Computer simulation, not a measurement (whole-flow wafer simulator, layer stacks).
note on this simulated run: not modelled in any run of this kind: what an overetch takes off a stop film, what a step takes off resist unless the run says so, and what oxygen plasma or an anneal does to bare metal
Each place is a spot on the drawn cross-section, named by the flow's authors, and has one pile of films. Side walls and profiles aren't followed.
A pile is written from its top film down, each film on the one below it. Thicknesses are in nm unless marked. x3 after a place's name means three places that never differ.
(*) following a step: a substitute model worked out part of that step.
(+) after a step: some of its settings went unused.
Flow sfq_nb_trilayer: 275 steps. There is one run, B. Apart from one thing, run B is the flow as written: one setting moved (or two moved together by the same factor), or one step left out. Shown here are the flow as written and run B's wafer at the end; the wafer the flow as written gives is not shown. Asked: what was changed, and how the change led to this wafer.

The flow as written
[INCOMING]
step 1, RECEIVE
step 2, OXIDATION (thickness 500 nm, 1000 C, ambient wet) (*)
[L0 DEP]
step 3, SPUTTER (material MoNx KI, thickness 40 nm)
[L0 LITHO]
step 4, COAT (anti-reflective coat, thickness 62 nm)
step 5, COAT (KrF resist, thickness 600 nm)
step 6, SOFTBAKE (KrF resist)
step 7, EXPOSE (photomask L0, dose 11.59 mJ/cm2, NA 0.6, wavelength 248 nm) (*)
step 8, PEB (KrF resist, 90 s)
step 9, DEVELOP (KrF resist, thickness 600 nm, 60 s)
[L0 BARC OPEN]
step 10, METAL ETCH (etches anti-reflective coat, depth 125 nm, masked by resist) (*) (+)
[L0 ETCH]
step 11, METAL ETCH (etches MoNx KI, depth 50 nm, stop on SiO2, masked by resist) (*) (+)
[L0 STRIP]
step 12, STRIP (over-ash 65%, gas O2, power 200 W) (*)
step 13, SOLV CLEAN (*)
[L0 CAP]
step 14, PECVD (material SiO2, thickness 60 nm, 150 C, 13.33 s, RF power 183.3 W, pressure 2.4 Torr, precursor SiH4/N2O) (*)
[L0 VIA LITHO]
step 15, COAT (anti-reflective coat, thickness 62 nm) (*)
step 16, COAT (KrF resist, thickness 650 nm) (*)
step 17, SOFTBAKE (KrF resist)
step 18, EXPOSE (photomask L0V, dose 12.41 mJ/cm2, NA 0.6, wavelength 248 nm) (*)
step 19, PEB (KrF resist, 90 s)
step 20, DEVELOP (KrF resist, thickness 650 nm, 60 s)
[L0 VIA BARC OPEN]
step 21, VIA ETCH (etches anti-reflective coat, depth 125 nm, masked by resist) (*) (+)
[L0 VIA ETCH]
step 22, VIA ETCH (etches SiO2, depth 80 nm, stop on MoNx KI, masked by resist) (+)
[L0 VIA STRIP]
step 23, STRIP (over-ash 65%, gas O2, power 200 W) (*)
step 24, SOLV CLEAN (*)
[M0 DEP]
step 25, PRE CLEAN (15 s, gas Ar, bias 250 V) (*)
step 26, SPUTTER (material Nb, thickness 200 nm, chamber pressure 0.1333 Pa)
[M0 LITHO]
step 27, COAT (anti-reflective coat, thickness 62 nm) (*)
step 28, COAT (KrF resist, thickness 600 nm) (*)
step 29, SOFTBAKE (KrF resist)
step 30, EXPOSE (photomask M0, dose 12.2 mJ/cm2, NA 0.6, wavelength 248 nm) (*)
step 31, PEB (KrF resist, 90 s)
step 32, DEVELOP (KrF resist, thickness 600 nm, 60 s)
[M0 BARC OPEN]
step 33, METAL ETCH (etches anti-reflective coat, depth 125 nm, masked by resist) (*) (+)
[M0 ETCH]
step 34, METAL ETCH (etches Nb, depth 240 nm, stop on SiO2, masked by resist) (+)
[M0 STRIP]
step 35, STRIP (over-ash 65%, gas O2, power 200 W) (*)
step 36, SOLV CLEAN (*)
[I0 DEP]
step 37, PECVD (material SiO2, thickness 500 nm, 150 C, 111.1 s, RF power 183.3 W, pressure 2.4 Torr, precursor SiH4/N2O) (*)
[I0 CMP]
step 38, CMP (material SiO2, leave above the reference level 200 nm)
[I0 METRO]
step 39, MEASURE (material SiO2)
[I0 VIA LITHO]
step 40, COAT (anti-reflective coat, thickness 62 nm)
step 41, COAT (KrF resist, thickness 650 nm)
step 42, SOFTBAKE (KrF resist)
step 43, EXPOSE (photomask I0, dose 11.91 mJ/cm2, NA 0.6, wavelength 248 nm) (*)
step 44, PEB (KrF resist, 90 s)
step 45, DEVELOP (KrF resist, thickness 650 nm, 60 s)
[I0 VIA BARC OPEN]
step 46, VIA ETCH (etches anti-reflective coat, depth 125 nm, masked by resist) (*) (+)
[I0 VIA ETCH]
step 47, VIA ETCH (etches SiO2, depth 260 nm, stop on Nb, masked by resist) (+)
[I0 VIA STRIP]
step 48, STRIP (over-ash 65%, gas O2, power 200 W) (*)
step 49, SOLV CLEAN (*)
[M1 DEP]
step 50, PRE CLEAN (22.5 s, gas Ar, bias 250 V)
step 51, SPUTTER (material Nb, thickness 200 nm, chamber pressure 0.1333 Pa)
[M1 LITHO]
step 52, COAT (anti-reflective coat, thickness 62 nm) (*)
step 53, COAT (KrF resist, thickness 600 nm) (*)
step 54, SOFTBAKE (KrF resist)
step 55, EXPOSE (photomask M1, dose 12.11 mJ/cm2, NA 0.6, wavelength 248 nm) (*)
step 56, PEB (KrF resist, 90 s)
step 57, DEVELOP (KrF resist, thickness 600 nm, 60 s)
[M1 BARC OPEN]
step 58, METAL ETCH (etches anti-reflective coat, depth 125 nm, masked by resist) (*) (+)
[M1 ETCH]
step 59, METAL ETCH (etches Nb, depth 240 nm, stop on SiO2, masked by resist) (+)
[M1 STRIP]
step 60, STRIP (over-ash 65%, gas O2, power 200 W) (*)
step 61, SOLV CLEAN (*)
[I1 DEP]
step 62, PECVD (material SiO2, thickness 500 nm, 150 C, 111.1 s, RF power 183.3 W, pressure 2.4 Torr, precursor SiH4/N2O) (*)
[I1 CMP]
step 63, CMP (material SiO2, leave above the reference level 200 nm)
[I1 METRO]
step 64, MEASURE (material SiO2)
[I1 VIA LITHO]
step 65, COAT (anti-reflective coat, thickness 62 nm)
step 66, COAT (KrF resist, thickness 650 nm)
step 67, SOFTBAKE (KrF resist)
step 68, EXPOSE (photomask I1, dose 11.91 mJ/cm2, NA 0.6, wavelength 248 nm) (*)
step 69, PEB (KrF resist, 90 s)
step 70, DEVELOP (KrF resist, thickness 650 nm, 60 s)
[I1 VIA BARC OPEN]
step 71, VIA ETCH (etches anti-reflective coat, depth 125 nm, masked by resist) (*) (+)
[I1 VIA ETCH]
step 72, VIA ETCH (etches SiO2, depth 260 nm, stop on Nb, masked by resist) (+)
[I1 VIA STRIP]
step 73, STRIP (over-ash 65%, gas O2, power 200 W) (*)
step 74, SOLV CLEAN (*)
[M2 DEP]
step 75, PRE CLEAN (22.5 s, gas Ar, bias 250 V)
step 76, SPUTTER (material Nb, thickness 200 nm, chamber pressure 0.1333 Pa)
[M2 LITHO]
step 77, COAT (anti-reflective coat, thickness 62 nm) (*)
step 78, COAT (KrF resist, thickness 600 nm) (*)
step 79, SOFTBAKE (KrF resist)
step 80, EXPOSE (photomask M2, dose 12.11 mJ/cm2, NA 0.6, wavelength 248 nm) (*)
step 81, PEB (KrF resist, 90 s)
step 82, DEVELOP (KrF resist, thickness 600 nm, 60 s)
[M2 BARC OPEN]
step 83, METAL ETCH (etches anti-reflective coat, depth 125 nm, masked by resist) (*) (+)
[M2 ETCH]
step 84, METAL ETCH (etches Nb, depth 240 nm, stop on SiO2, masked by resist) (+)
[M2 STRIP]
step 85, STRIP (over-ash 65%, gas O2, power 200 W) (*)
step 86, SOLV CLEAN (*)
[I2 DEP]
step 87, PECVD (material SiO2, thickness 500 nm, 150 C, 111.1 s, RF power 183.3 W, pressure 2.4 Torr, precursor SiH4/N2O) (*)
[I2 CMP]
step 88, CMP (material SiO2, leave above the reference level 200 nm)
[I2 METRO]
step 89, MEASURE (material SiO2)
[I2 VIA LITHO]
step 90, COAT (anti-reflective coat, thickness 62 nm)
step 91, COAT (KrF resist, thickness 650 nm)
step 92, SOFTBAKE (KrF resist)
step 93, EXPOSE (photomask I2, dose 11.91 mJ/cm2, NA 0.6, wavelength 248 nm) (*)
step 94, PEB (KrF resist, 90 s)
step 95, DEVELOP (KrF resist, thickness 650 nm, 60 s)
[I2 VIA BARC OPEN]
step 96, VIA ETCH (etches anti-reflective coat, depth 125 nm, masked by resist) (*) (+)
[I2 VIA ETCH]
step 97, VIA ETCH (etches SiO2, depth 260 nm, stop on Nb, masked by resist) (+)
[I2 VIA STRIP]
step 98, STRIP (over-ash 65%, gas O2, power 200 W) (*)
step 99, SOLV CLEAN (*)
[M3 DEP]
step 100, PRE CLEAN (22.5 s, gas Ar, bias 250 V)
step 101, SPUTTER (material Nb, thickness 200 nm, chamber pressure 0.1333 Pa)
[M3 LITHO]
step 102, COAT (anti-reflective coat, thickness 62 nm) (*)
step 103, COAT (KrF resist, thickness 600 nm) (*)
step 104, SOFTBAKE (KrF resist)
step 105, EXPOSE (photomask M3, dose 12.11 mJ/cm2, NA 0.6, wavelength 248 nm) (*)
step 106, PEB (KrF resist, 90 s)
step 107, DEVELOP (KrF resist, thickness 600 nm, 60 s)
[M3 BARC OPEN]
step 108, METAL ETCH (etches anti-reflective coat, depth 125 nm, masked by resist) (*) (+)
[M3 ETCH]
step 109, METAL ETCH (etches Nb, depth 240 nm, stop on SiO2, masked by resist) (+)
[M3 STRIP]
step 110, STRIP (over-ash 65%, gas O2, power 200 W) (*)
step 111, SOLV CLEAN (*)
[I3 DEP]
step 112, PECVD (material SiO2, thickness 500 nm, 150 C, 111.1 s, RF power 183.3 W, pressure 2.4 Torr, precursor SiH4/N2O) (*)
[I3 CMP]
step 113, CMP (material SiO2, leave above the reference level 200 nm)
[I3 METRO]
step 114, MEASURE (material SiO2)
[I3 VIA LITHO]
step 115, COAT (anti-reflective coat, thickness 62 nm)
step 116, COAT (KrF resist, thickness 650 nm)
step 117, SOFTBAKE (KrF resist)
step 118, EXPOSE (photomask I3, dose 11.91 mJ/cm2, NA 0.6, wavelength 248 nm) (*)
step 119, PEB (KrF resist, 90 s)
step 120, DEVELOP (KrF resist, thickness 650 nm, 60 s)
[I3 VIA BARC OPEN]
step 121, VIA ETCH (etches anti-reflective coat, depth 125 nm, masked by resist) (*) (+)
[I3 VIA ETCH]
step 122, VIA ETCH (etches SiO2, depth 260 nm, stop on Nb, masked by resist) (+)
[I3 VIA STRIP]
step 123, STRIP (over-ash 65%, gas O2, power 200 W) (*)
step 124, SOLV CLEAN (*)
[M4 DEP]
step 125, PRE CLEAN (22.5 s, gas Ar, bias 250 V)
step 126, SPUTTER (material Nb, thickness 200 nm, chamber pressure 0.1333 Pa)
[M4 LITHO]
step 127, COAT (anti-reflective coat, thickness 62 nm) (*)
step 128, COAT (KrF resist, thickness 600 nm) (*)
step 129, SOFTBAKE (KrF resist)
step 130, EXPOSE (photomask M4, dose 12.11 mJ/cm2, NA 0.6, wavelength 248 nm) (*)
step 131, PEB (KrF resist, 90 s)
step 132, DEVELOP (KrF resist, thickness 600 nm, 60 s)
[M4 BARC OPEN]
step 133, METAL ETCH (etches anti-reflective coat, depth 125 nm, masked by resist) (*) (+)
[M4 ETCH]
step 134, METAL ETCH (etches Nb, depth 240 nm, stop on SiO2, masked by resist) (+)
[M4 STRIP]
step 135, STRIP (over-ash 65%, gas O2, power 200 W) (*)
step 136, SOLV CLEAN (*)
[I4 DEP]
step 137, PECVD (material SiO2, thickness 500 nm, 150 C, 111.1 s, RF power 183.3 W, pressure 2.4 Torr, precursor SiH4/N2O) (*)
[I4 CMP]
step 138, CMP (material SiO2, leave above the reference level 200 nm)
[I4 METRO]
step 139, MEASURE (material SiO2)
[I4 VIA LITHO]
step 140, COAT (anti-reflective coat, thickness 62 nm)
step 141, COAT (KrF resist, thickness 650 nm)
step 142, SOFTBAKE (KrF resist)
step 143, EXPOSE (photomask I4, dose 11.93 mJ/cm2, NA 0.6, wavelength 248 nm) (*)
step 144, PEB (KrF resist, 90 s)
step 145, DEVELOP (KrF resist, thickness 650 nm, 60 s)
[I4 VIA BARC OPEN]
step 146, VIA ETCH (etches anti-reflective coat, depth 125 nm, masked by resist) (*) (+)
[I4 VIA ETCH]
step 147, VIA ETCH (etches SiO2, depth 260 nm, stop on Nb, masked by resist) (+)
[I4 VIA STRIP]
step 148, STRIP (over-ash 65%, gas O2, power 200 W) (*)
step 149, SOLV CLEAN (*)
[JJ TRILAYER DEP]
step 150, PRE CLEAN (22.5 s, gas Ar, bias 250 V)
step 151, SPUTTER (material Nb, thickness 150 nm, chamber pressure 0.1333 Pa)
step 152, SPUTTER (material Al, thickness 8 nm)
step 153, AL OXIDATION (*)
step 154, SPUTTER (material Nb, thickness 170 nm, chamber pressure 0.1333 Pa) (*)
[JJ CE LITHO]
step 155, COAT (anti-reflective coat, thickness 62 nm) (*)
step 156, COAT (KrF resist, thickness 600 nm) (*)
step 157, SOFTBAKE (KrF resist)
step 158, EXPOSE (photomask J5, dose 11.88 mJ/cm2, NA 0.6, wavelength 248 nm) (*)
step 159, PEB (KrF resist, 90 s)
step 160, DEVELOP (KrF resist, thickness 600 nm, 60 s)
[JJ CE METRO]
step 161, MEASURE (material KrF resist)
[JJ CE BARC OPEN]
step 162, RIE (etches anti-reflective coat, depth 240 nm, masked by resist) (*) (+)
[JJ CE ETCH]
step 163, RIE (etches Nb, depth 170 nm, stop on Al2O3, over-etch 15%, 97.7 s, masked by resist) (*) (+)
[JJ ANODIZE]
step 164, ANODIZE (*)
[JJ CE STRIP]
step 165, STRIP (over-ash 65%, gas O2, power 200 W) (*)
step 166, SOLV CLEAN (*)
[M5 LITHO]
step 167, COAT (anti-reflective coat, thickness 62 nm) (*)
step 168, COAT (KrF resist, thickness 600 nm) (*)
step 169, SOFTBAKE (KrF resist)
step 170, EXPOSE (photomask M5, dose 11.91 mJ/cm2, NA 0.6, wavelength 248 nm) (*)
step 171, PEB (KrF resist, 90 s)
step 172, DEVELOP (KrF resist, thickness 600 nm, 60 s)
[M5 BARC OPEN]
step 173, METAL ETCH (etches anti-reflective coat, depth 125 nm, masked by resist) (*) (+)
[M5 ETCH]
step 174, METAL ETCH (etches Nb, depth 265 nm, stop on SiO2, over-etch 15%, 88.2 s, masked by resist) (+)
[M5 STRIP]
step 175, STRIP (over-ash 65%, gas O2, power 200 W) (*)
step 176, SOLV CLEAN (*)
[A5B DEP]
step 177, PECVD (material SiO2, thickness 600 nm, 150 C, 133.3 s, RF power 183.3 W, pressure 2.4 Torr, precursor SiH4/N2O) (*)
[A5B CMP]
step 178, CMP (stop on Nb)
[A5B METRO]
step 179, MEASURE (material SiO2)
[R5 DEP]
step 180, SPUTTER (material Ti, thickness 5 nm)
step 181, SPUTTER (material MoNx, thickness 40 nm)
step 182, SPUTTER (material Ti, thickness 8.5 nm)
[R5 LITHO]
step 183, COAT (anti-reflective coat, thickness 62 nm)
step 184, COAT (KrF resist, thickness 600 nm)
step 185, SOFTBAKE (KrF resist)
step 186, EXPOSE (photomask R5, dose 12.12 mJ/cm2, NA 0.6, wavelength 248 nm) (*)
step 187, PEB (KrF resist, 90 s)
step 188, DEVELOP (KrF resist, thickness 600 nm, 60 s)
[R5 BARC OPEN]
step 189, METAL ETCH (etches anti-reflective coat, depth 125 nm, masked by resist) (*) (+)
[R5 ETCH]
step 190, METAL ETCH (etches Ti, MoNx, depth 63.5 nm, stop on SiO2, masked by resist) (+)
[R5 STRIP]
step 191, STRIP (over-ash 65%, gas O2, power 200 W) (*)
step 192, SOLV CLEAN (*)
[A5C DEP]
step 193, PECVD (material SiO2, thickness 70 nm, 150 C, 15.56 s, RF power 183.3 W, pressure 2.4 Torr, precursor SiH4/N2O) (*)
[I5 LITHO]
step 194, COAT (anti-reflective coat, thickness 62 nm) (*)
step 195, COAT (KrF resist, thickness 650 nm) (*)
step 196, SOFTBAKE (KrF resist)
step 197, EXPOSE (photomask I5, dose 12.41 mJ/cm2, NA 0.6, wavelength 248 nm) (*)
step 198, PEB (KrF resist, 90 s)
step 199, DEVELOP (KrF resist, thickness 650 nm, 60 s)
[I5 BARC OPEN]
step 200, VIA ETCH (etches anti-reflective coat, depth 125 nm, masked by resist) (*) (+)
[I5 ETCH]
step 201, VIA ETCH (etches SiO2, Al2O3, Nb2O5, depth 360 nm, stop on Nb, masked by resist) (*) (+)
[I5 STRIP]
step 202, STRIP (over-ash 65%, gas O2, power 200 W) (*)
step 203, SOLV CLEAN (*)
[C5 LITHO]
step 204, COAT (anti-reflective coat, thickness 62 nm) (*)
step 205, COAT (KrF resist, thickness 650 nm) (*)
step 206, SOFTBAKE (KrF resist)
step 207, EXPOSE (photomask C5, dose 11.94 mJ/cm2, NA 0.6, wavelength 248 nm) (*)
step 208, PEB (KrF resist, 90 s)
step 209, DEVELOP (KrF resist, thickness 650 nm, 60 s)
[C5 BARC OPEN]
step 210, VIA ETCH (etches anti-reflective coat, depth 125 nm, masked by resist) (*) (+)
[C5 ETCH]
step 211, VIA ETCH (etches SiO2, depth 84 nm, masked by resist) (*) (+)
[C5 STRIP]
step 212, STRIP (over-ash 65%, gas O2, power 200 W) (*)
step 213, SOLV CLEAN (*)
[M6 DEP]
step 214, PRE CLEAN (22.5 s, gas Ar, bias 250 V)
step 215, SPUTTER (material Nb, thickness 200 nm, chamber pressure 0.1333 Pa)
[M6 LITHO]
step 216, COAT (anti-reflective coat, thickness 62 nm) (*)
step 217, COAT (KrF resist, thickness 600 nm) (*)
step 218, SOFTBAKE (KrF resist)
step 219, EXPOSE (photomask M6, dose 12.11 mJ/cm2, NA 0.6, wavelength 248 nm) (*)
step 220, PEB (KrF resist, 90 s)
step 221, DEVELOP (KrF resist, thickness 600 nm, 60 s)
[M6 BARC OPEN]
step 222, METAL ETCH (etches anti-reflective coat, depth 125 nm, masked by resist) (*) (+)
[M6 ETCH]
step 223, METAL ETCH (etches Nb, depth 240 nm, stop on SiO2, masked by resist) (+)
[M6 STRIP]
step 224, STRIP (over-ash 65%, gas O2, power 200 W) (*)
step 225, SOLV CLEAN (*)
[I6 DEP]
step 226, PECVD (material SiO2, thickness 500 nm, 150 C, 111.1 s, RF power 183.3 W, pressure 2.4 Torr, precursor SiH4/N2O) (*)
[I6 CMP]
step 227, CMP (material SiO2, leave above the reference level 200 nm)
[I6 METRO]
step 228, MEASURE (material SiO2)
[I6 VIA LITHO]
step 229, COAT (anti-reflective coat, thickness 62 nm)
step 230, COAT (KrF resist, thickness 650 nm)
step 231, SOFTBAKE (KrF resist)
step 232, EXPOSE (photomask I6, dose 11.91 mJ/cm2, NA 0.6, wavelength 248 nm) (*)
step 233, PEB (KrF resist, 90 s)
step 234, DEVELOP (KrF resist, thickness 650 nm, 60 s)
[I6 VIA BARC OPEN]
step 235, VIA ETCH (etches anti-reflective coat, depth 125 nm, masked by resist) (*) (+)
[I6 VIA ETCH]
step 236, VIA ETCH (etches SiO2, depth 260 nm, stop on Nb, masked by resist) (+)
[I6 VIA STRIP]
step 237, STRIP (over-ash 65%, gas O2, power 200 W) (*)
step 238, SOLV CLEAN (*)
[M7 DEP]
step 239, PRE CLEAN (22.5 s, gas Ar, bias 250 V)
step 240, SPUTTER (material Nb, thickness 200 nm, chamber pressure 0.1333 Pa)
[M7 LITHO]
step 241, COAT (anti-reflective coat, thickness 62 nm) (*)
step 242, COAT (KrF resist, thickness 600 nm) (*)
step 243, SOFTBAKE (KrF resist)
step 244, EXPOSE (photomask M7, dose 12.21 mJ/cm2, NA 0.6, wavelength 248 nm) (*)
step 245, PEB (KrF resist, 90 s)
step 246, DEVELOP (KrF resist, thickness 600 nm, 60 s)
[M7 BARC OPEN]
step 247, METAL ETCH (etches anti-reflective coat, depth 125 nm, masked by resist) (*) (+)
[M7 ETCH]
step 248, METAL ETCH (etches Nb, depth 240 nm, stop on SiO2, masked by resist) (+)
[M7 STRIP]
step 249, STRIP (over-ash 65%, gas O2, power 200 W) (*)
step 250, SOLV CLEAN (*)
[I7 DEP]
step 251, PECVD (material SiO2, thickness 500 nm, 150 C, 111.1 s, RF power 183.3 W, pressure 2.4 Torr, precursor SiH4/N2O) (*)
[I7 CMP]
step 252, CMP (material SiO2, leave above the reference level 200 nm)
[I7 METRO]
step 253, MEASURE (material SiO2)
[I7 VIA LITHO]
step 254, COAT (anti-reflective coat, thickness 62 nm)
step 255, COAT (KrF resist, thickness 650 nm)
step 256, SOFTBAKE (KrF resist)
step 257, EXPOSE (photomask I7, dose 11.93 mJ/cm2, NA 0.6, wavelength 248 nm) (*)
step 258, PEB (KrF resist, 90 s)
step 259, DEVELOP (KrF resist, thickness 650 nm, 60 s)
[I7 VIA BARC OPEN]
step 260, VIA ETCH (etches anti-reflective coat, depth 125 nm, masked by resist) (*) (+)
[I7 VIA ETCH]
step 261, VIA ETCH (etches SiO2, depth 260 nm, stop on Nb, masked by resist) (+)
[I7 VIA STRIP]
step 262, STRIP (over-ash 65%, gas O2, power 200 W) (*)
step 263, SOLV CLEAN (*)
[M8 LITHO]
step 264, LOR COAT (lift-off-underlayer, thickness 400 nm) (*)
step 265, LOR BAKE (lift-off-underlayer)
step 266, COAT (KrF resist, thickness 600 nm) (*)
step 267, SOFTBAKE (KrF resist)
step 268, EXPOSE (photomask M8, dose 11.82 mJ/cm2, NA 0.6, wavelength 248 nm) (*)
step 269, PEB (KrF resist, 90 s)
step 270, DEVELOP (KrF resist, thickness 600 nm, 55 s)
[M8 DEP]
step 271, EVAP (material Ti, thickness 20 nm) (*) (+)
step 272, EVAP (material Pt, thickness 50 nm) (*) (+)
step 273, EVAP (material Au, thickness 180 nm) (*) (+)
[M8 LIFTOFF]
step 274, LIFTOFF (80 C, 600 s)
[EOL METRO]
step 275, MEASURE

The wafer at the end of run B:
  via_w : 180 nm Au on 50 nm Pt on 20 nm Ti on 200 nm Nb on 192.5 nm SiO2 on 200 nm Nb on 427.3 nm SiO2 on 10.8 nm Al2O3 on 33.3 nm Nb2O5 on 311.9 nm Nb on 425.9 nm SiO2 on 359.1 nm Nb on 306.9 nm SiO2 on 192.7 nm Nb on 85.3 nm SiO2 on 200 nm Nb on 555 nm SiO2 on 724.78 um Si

Cause: step 47, VIA ETCH: depth 107 nm was run, whereas the flow has depth 260 nm.

The path from the change to this, step by step:
  step 47, VIA ETCH (etches SiO2, depth 260 nm, stop on Nb, masked by resist) (+)
      via_w: SiO2 loses 107 (it would be, as written: SiO2 loses 199.8 (all of it))
      field_l, v_sur, via_wl and 102 more: KrF resist loses 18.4 (it would be, as written: KrF resist loses 44.8)
  step 48, STRIP (over-ash 65%, gas O2, power 200 W) (*)
      field_l, v_sur, via_wl and 102 more: KrF resist loses 555 (all of it), anti-reflective coat loses 62 (all of it) (it would be, as written: KrF resist loses 528.6 (all of it), anti-reflective coat loses 62 (all of it))
  step 50, PRE CLEAN (22.5 s, gas Ar, bias 250 V)
      via_w: SiO2 loses 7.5 (it would be, as written: Nb loses 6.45)
  step 51, SPUTTER (material Nb, thickness 200 nm, chamber pressure 0.1333 Pa)
      via_w: Nb gains 192.7 (new film) (it would be, as written: Nb gains 174.5)
  step 52, COAT (anti-reflective coat, thickness 62 nm) (*)
      v_sur: anti-reflective coat gains 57 (new film) (it would be, as written: anti-reflective coat gains 61.1 (new film))
      via_w: anti-reflective coat gains 106.3 (new film) (it would be, as written: anti-reflective coat gains 123.1 (new film))
      (as well as at 2 more places)
  step 53, COAT (KrF resist, thickness 600 nm) (*)
      via_w: KrF resist gains 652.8 (new film) (it would be, as written: KrF resist gains 731.8 (new film))
  step 60, STRIP (over-ash 65%, gas O2, power 200 W) (*)
      v_sur: KrF resist loses 376.9 (all of it), anti-reflective coat loses 57 (all of it) (it would be, as written: KrF resist loses 365.9 (all of it), anti-reflective coat loses 61.1 (all of it))
      via_wl: KrF resist loses 396.4 (all of it), anti-reflective coat loses 33.6 (all of it) (it would be, as written: KrF resist loses 385.5 (all of it), anti-reflective coat loses 33.8 (all of it))
      (as well as at 3 more places)
  step 62, PECVD (material SiO2, thickness 500 nm, 150 C, 111.1 s, RF power 183.3 W, pressure 2.4 Torr, precursor SiH4/N2O) (*)
      via_w: SiO2 gains 500 (new film) (it would be, as written: SiO2 gains 606 (new film))
  step 63, CMP (material SiO2, leave above the reference level 200 nm)
      via_w: SiO2 loses 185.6 (it would be, as written: SiO2 loses 181.6)
With metal films that touch counted as one body, via_w has 6 bodies (between them, from the top down: SiO2 192.5; SiO2 427.3 / Al2O3 10.8 / Nb2O5 33.3; SiO2 425.9; SiO2 306.9; SiO2 85.3); the flow as written gives 5 bodies (between them, from the top down: SiO2 192.5; SiO2 427.3 / Al2O3 10.8 / Nb2O5 33.3; SiO2 425.9; SiO2 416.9).
